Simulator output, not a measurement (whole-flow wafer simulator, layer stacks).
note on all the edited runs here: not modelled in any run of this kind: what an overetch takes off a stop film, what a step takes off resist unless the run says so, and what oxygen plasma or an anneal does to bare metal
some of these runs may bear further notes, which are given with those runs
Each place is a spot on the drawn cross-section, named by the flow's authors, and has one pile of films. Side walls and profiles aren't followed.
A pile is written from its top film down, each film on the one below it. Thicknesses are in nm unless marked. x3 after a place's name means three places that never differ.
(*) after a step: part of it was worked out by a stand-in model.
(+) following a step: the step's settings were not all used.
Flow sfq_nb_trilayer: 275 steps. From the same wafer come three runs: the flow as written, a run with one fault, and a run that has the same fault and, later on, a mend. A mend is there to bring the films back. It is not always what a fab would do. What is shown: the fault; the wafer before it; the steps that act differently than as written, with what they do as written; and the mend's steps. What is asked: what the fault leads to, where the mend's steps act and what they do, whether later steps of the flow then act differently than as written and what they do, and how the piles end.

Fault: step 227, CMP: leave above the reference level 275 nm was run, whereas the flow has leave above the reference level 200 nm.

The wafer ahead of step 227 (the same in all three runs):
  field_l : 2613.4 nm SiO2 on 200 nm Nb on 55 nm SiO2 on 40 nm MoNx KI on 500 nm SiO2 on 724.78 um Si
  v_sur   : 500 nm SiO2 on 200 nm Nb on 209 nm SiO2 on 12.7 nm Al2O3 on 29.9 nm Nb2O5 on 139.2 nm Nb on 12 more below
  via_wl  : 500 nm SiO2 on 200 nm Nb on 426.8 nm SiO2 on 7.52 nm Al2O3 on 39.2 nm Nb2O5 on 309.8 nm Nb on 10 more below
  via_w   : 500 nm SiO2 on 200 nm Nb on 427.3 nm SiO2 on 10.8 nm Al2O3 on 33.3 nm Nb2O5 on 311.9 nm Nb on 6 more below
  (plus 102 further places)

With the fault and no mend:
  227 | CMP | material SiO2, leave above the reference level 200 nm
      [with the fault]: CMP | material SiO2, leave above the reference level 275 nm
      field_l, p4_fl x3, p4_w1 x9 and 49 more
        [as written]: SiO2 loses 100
        [with the fault]: SiO2 loses 25
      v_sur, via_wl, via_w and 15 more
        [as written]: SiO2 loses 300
        [with the fault]: SiO2 loses 225
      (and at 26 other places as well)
  Later steps of the flow acting differently than as written (not shown: 4 more steps that differ only slightly, by at most 2% or 0.5 nm, whichever is larger):
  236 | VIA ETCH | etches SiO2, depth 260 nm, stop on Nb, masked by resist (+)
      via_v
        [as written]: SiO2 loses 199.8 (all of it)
        [with the fault]: SiO2 loses 260
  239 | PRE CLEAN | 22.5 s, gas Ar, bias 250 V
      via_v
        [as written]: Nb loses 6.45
        [with the fault]: SiO2 loses 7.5
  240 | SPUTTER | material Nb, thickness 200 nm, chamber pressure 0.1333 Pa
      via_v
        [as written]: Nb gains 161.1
        [with the fault]: Nb gains 146.9 (new film)
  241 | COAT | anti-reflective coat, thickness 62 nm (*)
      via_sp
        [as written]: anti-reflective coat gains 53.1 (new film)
        [with the fault]: anti-reflective coat gains 50 (new film)
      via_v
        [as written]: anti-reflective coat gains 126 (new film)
        [with the fault]: anti-reflective coat gains 129.5 (new film)
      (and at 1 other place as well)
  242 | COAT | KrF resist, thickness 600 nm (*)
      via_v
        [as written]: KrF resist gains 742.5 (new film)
        [with the fault]: KrF resist gains 801.5 (new film)
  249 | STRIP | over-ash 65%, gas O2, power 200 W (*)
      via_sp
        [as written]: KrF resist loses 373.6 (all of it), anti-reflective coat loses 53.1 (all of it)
        [with the fault]: KrF resist loses 369.5 (all of it), anti-reflective coat loses 50 (all of it)
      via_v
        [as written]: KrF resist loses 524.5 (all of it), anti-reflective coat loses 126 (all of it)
        [with the fault]: KrF resist loses 583.4 (all of it), anti-reflective coat loses 129.5 (all of it)
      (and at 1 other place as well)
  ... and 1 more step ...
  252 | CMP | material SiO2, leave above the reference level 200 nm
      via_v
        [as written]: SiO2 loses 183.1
        [with the fault]: SiO2 loses 157.1
  By the end, the piles at field_l, v_sur, via_wl and 103 more depart from the flow's by more than 2% or 0.5 nm, whichever is larger.
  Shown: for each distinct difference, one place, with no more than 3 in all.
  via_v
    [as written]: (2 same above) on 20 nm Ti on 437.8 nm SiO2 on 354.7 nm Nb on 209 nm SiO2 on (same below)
    [with the fault]: (2 same above) on 20 nm Ti on 513.3 nm SiO2 on 146.9 nm Nb on 7.34 nm SiO2 on 200 nm Nb on 209 nm SiO2 on (same below)
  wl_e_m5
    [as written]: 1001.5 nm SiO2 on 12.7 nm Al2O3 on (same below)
    [with the fault]: 1076.5 nm SiO2 on 12.7 nm Al2O3 on (same below)
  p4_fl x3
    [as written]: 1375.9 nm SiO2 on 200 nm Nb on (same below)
    [with the fault]: 1450.9 nm SiO2 on 200 nm Nb on (same below)

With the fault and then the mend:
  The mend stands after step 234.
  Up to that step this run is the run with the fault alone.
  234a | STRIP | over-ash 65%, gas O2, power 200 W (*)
      field_l, v_sur, via_wl and 102 more
        KrF resist loses 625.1 (all of it), anti-reflective coat loses 62 (all of it)
      via_v
        anti-reflective coat loses 62 (all of it)
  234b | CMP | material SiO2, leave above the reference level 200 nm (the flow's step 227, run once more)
      field_l, v_sur, via_wl and 103 more
        SiO2 loses 75
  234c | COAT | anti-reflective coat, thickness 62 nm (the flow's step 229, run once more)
      field_l, v_sur, via_wl and 103 more
        anti-reflective coat gains 62 (new film)
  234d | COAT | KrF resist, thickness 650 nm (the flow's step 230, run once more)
      field_l, v_sur, via_wl and 103 more
        KrF resist gains 650 (new film)
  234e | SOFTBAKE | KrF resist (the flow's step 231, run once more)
      leaves every film unchanged at each place that is followed
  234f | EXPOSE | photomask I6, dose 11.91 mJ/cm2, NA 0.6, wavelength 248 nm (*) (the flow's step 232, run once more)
      leaves every film unchanged at each place that is followed
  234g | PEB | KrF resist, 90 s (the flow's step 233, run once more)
      field_l, v_sur, via_wl and 103 more
        KrF resist loses 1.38
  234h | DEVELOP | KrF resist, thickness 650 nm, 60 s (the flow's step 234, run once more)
      field_l, v_sur, via_wl and 102 more
        KrF resist loses 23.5
      via_v
        KrF resist loses 648.6 (all of it)
  None of the later steps of the flow acts differently than as written at any place that is followed.
  By the end, the piles equal the flow's at every place that both follow.
